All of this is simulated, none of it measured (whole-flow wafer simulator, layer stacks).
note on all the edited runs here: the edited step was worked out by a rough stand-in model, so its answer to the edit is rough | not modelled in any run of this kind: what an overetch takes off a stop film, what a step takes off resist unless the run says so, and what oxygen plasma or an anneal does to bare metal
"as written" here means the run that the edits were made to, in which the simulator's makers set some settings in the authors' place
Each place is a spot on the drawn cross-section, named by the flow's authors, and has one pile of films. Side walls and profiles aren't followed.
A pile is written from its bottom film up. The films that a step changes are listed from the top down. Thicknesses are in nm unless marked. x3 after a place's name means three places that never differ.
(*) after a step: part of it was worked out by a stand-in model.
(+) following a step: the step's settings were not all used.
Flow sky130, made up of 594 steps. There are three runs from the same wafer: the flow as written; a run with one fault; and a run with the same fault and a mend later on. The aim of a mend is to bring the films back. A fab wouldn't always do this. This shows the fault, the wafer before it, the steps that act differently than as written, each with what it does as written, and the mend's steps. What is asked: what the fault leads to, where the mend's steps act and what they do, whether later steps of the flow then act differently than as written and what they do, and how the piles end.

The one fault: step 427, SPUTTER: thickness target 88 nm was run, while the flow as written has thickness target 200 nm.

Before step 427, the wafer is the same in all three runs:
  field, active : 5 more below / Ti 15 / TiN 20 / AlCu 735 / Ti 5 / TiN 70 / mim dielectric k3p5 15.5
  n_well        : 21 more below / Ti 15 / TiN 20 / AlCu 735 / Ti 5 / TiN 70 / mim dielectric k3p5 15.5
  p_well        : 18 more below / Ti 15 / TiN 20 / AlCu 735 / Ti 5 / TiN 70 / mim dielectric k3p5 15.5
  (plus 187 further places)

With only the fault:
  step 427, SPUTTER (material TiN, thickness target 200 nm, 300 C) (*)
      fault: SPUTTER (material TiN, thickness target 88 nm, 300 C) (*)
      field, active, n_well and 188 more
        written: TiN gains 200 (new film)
        fault: TiN gains 88 (new film)
  Later steps of the flow acting differently than as written (2 other steps are not shown; they differ only slightly, by no more than 2% or 0.5 nm, whichever is larger):
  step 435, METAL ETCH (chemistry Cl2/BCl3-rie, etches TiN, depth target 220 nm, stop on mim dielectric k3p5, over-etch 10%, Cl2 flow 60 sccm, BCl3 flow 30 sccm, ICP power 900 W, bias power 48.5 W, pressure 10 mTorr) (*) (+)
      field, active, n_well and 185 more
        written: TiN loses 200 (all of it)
        fault: TiN loses 88 (all of it)
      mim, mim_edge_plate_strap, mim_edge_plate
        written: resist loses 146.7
        fault: resist loses 64.5
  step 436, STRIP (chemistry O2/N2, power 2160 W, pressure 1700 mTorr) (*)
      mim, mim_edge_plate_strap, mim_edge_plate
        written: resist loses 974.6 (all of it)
        fault: resist loses 1056.7 (all of it)
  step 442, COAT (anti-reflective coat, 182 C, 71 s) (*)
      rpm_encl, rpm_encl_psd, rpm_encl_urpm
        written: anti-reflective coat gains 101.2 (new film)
        fault: anti-reflective coat gains 97.4 (new film)
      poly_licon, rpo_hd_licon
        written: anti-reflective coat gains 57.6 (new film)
        fault: anti-reflective coat gains 82.4 (new film)
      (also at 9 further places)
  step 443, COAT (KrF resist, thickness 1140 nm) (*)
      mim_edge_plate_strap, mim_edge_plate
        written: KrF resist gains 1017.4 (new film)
        fault: KrF resist gains 1129.4 (new film)
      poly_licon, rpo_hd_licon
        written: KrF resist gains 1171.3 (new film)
        fault: KrF resist gains 1142.9 (new film)
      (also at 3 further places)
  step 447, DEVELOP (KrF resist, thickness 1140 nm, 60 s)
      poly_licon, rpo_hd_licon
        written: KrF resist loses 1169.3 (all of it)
        fault: KrF resist loses 1141 (all of it)
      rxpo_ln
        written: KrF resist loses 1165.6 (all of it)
        fault: KrF resist loses 1136.5 (all of it)
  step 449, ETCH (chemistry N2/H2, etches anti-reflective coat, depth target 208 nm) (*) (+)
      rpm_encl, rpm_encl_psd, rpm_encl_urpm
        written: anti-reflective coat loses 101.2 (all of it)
        fault: anti-reflective coat loses 97.4 (all of it)
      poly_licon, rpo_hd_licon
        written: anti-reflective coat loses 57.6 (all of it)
        fault: anti-reflective coat loses 82.4 (all of it)
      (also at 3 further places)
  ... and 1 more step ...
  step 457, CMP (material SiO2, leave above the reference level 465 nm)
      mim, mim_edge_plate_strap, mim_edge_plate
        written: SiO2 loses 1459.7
        fault: SiO2 loses 1347.7
  At mim, mim_edge_plate_strap, mim_edge_plate, the piles at the end differ from the flow's by more than 2% or 0.5 nm, whichever is larger.
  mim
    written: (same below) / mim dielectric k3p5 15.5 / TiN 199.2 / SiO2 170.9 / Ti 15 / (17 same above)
    fault: (same below) / mim dielectric k3p5 15.5 / TiN 87.2 / SiO2 282.9 / Ti 15 / (17 same above)
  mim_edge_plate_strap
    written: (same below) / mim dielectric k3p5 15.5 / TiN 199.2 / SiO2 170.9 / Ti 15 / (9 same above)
    fault: (same below) / mim dielectric k3p5 15.5 / TiN 87.2 / SiO2 282.9 / Ti 15 / (9 same above)
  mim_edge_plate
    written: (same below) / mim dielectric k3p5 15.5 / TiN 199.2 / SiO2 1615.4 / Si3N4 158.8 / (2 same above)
    fault: (same below) / mim dielectric k3p5 15.5 / TiN 87.2 / SiO2 1727.4 / Si3N4 158.8 / (2 same above)

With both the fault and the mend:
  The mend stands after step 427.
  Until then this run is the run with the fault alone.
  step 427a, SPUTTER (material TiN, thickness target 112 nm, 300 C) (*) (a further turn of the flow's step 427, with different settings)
      field, active, n_well and 188 more
        TiN gains 112
  None of the later steps of the flow acts differently than as written at any place that is followed.
  The piles end the same as the flow's at every place that both follow.
